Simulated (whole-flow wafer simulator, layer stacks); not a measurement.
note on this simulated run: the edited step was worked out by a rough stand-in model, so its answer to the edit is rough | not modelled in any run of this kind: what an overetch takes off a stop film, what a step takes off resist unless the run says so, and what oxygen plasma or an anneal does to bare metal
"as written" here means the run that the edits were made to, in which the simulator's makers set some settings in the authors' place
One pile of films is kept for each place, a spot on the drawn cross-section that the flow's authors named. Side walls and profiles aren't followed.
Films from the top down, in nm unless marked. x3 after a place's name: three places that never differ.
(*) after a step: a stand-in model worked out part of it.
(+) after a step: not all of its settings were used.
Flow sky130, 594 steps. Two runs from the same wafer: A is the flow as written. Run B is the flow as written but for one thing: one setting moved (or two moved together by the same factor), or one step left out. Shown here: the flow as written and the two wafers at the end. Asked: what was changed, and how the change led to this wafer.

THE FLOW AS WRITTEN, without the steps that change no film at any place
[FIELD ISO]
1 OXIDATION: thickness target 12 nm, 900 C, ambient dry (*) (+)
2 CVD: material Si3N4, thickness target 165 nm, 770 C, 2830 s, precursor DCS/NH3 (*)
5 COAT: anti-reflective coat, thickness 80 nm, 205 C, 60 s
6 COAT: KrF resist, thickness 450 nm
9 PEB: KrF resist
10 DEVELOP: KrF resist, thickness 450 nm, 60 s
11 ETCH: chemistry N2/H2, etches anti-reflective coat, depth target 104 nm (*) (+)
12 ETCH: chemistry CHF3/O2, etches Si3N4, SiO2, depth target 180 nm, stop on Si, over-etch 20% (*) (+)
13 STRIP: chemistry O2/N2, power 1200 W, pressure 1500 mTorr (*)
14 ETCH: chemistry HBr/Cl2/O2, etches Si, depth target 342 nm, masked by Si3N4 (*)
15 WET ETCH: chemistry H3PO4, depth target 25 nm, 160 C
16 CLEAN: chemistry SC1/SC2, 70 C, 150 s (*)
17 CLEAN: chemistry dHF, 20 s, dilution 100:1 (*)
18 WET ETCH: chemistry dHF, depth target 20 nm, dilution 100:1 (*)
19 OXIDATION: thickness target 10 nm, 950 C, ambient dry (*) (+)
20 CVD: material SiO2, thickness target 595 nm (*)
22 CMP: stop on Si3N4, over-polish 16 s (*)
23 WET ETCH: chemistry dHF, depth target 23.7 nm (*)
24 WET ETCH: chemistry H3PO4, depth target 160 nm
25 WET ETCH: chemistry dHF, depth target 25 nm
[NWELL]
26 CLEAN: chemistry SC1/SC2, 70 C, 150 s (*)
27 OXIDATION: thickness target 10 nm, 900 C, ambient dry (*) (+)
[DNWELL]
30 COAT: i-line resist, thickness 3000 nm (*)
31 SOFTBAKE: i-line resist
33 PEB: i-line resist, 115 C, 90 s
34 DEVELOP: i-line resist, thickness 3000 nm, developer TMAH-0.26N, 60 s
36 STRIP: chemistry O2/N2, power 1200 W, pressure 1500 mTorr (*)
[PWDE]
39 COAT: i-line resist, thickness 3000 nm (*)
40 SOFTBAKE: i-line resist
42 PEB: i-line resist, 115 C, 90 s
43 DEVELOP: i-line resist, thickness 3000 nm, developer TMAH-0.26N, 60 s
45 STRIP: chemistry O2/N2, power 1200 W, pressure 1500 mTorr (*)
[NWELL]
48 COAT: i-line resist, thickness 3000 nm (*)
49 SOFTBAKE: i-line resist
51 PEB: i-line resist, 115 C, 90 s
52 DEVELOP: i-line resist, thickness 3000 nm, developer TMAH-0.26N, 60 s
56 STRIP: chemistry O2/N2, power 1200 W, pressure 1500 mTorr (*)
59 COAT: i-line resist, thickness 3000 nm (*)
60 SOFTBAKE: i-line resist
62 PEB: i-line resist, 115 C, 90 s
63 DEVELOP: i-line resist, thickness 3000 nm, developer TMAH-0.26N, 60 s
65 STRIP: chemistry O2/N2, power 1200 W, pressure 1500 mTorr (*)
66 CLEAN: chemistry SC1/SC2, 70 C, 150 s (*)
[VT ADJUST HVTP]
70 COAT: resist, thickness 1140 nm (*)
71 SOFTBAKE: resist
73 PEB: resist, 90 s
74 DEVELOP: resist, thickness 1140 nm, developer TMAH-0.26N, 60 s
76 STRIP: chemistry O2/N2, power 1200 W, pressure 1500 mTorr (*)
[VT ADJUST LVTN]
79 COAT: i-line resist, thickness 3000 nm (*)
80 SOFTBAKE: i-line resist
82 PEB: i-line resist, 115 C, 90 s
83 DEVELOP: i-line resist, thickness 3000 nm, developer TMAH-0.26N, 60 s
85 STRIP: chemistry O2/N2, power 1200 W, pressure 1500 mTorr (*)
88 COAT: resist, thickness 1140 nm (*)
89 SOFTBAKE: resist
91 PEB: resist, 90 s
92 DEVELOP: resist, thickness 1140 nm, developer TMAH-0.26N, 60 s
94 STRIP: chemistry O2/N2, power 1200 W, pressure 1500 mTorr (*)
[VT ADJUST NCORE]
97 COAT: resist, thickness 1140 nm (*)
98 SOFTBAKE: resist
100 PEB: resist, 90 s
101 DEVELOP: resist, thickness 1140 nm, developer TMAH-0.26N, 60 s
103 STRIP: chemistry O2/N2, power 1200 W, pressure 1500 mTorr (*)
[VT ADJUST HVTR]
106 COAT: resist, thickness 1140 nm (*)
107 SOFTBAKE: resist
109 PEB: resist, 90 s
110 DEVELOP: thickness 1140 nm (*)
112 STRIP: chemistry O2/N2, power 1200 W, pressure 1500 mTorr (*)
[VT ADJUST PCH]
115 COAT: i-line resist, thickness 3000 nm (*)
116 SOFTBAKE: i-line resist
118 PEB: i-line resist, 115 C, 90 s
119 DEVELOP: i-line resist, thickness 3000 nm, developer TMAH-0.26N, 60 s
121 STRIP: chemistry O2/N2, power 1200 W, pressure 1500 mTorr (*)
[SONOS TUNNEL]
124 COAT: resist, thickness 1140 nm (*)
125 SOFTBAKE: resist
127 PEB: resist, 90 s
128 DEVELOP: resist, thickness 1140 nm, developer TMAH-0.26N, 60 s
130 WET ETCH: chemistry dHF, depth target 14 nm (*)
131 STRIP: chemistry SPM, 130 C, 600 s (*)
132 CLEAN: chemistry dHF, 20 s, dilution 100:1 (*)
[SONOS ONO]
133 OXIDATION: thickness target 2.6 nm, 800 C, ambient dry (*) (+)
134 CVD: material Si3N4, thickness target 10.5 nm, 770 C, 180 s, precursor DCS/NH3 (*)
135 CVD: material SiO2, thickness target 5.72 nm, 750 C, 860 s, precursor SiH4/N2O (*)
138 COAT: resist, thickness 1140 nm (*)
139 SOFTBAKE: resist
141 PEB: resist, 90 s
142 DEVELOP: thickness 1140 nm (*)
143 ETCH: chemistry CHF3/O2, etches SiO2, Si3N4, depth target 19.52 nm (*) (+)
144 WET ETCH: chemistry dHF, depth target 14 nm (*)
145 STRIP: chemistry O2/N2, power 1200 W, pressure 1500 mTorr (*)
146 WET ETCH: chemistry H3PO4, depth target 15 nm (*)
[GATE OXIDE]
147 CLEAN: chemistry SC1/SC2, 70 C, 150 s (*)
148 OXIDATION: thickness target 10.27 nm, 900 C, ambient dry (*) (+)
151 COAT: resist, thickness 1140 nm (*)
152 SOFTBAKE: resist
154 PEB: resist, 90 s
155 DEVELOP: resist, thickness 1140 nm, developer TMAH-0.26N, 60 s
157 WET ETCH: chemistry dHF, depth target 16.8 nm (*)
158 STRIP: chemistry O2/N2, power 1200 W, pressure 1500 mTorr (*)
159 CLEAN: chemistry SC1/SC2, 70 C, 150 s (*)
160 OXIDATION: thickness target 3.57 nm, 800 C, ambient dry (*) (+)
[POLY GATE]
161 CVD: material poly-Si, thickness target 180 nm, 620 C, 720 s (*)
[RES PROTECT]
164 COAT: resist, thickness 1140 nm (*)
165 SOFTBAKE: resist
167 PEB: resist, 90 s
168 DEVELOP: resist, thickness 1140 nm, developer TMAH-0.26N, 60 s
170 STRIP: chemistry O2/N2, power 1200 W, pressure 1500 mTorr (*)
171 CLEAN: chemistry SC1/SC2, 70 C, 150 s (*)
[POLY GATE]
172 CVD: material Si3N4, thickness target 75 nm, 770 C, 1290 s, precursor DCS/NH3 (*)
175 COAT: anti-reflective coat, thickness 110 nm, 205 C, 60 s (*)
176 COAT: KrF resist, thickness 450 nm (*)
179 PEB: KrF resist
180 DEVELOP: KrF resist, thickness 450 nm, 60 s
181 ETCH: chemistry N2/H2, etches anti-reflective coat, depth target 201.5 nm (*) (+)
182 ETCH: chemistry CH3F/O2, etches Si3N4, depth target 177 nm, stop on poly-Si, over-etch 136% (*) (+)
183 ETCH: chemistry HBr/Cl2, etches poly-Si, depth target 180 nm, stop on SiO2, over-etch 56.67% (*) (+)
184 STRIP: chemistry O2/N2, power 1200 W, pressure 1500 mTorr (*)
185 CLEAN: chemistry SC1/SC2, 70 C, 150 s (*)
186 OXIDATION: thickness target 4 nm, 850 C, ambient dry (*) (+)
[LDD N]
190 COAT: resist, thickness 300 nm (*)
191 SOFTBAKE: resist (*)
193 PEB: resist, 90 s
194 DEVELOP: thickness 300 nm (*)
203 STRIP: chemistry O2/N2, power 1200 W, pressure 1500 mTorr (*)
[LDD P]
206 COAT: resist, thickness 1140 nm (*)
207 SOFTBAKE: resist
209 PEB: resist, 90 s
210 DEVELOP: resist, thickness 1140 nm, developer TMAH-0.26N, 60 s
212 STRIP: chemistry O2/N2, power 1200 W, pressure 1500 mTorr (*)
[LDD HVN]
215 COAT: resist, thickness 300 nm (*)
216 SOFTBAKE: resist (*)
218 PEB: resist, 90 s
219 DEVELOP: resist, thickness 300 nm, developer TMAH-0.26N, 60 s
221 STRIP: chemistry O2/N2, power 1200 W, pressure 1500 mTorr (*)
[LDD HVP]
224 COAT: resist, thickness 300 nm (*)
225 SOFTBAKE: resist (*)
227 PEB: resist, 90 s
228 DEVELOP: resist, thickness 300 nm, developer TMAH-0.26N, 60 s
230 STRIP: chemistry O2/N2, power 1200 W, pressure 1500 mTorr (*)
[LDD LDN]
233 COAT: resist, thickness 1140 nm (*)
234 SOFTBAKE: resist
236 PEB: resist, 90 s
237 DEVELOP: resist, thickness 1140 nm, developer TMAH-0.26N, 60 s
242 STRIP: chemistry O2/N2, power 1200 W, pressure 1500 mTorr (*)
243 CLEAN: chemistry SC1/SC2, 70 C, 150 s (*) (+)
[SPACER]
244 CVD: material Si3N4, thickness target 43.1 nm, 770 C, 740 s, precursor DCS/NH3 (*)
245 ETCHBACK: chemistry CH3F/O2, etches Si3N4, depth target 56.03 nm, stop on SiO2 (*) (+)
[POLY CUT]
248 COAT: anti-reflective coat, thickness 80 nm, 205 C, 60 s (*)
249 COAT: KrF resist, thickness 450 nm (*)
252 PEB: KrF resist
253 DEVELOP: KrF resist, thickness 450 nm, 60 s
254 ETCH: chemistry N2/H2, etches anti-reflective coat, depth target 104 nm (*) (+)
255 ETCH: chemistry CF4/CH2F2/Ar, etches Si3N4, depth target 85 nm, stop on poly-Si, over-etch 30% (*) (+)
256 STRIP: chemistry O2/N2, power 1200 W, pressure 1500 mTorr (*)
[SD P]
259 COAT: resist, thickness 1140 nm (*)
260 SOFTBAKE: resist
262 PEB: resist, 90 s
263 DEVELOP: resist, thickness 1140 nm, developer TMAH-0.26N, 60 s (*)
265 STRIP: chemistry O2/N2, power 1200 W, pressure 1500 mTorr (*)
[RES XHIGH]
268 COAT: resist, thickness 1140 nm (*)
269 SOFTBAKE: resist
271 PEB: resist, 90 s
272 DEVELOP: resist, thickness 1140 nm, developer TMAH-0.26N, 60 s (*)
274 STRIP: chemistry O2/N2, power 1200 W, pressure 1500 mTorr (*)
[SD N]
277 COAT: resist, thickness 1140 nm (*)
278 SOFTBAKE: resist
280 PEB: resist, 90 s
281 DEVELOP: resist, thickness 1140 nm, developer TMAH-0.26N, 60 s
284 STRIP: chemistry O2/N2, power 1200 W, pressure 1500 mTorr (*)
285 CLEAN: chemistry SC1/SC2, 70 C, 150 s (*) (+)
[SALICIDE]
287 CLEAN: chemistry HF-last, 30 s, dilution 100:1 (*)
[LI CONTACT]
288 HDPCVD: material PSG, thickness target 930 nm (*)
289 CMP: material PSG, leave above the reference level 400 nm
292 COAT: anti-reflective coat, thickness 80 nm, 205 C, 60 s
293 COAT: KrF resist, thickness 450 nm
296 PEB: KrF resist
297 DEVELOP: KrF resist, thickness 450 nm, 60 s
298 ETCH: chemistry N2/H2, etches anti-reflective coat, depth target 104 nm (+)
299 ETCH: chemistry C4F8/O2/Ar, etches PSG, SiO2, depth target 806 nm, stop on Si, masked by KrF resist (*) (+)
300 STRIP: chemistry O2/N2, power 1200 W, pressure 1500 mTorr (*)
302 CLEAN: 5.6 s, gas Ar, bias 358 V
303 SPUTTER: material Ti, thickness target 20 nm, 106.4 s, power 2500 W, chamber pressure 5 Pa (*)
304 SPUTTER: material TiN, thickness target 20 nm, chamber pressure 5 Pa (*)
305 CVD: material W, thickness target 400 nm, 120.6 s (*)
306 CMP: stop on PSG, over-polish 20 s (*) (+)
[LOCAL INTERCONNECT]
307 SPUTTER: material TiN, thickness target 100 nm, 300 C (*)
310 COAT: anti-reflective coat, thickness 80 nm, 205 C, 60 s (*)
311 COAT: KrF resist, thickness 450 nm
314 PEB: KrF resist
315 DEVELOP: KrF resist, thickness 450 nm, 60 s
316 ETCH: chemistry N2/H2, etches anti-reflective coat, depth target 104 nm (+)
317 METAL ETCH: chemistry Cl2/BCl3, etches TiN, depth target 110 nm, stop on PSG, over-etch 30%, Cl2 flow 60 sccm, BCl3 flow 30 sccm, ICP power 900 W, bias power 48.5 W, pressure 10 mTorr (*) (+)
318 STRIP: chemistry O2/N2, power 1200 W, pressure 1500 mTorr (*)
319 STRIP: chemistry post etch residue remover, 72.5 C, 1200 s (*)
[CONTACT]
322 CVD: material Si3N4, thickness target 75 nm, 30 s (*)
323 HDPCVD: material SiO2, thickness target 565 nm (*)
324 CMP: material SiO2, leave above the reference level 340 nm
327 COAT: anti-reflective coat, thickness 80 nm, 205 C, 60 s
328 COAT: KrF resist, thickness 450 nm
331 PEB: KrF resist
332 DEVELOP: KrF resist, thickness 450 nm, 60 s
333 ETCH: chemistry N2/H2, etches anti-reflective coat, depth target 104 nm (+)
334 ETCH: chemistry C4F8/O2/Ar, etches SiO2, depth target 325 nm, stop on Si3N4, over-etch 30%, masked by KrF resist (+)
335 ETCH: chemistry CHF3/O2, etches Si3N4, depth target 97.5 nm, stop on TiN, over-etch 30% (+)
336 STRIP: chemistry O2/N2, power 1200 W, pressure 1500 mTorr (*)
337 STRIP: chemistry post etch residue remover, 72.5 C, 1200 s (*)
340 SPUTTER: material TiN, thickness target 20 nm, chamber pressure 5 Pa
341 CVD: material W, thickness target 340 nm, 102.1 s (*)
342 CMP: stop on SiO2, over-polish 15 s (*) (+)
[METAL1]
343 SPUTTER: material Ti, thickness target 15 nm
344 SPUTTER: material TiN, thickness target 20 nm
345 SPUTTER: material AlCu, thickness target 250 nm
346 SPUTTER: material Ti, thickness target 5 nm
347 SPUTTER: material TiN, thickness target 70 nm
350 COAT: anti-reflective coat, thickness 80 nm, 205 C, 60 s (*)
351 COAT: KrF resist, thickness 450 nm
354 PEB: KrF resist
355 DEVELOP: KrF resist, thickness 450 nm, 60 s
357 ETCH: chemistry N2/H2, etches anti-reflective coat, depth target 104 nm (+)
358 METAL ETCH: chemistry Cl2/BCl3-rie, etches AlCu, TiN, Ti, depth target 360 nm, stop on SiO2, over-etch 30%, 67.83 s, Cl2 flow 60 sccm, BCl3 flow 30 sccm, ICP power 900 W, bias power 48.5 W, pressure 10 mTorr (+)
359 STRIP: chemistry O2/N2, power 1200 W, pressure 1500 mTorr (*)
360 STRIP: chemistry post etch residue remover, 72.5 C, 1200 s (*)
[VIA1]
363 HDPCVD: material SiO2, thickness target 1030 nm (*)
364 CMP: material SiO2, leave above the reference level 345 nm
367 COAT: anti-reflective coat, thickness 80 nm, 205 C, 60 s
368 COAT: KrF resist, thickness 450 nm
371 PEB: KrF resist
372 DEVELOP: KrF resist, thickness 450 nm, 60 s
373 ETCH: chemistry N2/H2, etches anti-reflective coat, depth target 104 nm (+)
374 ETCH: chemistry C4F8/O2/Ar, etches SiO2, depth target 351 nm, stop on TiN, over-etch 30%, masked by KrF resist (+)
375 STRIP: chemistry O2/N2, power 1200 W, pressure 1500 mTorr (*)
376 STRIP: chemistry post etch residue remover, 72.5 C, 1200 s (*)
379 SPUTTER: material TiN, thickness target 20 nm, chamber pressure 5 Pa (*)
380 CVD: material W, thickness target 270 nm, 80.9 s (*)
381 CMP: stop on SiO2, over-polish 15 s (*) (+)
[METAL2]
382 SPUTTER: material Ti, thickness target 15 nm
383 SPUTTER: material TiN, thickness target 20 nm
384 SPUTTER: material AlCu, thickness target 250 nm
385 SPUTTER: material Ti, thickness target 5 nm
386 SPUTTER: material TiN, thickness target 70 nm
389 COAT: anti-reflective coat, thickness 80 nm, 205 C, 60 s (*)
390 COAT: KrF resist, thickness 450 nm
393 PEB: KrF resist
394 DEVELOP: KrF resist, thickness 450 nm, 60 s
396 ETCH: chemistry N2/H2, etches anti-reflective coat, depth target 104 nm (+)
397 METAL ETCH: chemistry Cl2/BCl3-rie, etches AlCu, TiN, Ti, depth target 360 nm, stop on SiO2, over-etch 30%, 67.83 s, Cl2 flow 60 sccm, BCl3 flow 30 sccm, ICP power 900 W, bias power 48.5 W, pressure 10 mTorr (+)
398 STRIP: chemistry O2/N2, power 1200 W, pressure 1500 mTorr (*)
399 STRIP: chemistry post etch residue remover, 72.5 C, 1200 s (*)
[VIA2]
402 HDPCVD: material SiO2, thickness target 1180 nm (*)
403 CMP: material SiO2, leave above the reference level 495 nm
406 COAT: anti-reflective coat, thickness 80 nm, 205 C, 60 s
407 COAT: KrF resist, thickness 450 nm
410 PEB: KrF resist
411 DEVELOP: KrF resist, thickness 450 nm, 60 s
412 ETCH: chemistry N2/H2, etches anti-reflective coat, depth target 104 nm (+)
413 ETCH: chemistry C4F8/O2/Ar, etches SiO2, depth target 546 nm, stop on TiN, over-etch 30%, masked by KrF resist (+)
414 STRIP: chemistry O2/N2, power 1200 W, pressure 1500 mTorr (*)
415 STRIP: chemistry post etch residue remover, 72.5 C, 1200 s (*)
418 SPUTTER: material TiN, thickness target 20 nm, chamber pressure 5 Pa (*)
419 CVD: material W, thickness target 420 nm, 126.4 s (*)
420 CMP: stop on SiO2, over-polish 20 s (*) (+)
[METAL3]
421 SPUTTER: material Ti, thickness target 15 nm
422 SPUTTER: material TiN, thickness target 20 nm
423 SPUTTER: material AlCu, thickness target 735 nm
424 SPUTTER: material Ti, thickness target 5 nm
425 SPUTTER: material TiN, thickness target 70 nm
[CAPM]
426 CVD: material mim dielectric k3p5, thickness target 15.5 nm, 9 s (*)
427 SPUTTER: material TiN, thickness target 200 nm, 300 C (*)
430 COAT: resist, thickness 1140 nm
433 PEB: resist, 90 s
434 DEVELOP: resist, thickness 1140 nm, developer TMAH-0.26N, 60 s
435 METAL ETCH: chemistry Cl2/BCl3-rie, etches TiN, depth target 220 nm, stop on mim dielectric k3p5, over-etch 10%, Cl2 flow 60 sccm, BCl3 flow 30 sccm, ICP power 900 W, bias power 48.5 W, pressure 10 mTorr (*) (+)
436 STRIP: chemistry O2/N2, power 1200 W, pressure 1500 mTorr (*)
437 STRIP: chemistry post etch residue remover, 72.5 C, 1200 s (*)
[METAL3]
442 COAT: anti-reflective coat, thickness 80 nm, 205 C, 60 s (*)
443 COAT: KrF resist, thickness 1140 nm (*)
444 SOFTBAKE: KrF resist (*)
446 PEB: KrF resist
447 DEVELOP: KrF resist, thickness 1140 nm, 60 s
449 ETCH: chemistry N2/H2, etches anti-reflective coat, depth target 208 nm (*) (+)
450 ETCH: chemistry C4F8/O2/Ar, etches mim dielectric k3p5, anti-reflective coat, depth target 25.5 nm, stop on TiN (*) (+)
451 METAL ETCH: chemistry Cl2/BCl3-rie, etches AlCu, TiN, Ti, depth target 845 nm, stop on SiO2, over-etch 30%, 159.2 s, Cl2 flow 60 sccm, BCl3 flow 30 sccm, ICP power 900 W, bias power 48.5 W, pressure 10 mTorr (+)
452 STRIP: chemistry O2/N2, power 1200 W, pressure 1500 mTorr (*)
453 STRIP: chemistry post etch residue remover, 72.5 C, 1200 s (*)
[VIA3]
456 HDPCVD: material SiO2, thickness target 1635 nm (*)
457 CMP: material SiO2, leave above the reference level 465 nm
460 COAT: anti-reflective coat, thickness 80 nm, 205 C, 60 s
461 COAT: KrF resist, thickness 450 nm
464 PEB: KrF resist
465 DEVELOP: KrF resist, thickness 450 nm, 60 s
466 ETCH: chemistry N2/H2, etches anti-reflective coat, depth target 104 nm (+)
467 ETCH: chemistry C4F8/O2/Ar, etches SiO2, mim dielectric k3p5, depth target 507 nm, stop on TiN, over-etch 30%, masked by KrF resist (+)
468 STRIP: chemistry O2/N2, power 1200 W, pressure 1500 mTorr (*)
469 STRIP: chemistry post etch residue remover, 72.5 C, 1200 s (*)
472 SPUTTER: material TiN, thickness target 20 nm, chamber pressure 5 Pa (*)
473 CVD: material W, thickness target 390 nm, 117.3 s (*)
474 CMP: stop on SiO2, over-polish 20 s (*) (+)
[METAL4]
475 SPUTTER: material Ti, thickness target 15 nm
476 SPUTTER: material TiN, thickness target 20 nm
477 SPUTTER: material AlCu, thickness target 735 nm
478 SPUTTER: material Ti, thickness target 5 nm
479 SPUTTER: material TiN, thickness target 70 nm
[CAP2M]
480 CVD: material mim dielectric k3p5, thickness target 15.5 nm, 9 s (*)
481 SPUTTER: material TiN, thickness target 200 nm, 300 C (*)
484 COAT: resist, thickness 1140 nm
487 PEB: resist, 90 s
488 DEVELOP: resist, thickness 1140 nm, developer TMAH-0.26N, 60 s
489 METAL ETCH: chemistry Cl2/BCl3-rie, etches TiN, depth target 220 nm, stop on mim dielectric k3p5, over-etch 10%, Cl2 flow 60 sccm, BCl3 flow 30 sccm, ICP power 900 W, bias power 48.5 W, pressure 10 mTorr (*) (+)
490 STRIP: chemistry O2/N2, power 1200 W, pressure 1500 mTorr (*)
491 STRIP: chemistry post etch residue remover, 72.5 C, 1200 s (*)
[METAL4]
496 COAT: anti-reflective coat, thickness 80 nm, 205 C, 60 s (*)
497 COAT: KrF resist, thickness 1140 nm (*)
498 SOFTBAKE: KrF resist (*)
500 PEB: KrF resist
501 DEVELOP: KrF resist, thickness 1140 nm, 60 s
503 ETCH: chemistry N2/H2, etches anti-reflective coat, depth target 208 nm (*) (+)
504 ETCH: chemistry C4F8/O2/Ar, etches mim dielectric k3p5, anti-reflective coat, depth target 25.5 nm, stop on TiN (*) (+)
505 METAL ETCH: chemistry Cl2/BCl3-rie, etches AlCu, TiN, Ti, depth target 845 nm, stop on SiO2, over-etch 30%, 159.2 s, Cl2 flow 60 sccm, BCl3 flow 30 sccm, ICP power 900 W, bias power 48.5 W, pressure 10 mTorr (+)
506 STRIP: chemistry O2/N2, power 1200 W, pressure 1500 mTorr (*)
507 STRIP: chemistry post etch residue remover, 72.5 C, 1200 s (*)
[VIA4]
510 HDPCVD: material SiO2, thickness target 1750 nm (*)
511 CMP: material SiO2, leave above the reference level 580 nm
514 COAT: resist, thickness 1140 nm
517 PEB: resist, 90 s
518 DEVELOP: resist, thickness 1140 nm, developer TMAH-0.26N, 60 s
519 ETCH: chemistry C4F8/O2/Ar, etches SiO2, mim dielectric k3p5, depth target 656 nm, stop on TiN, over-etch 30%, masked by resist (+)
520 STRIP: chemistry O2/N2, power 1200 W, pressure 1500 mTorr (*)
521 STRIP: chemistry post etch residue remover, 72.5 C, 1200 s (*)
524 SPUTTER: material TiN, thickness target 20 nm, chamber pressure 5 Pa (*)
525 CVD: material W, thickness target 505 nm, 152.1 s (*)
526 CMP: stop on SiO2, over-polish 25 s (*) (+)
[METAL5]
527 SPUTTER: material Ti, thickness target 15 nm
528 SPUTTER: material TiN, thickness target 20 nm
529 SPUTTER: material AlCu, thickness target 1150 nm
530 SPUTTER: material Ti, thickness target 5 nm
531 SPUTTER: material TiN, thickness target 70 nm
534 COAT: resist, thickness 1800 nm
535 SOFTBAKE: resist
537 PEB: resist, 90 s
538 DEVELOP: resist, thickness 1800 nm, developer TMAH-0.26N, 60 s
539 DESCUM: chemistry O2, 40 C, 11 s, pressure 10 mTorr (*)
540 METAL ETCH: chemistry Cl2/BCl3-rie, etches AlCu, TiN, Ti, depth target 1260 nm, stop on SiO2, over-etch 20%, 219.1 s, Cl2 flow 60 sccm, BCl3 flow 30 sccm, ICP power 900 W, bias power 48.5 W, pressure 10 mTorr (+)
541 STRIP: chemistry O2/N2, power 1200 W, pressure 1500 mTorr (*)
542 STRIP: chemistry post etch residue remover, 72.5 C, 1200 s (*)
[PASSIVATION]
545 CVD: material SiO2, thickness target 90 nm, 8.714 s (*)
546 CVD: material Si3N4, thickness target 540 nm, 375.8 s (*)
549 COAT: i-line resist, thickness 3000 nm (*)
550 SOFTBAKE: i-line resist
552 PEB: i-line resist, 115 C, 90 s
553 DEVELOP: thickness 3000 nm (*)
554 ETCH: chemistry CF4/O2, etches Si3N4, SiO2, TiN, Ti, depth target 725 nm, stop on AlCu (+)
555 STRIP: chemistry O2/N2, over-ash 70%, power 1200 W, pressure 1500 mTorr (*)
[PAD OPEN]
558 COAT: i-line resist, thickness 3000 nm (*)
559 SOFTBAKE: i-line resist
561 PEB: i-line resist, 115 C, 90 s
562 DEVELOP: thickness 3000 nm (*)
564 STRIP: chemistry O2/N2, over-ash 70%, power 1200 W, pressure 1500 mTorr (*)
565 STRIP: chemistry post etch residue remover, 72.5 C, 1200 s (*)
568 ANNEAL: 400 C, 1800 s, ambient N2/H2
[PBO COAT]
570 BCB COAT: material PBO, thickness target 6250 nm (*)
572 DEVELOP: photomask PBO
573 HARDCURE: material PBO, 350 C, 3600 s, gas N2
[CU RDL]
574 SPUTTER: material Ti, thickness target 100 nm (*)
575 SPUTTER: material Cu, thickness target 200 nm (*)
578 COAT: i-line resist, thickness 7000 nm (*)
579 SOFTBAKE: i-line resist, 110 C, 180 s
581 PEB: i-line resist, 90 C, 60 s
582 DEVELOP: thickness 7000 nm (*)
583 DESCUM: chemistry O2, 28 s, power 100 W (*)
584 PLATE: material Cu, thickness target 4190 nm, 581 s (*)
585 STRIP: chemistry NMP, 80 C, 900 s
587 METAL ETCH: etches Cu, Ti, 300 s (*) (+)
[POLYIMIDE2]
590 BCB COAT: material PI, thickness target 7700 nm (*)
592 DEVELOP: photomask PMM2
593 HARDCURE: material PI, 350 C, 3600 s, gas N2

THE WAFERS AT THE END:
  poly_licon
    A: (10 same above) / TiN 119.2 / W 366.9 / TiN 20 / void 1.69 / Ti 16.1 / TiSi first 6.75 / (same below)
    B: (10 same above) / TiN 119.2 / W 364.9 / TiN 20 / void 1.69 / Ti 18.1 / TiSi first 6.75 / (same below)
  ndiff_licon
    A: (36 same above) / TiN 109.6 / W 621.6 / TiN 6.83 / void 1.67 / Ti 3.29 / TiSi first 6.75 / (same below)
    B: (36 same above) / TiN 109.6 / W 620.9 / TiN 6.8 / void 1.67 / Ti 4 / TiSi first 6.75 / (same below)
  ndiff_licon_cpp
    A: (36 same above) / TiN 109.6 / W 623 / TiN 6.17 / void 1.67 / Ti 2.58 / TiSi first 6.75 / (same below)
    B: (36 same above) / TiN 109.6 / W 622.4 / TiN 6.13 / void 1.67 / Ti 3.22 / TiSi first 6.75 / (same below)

The cause: step 303, SPUTTER: thickness target 22 nm was run, where the flow has thickness target 20 nm.

How the change led to this, step by step:
  303 SPUTTER: material Ti, thickness target 20 nm, 106.4 s, power 2500 W, chamber pressure 5 Pa (*)
      field, active, n_well and 185 more: A Ti +20 (new film) | B Ti +22 (new film)
      ndiff_licon: A Ti +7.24 (new film) | B Ti +7.94 (new film)
      (and at 2 more places)
  306 CMP: stop on PSG, over-polish 20 s (*) (+)
      field, active, n_well and 184 more: A W -400 (all of it), TiN -20 (all of it), Ti -20 (all of it), PSG -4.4 | B W -400 (all of it), TiN -20 (all of it), Ti -22 (all of it), PSG -4.4
      poly_licon: A W -33.1 | B W -35.1
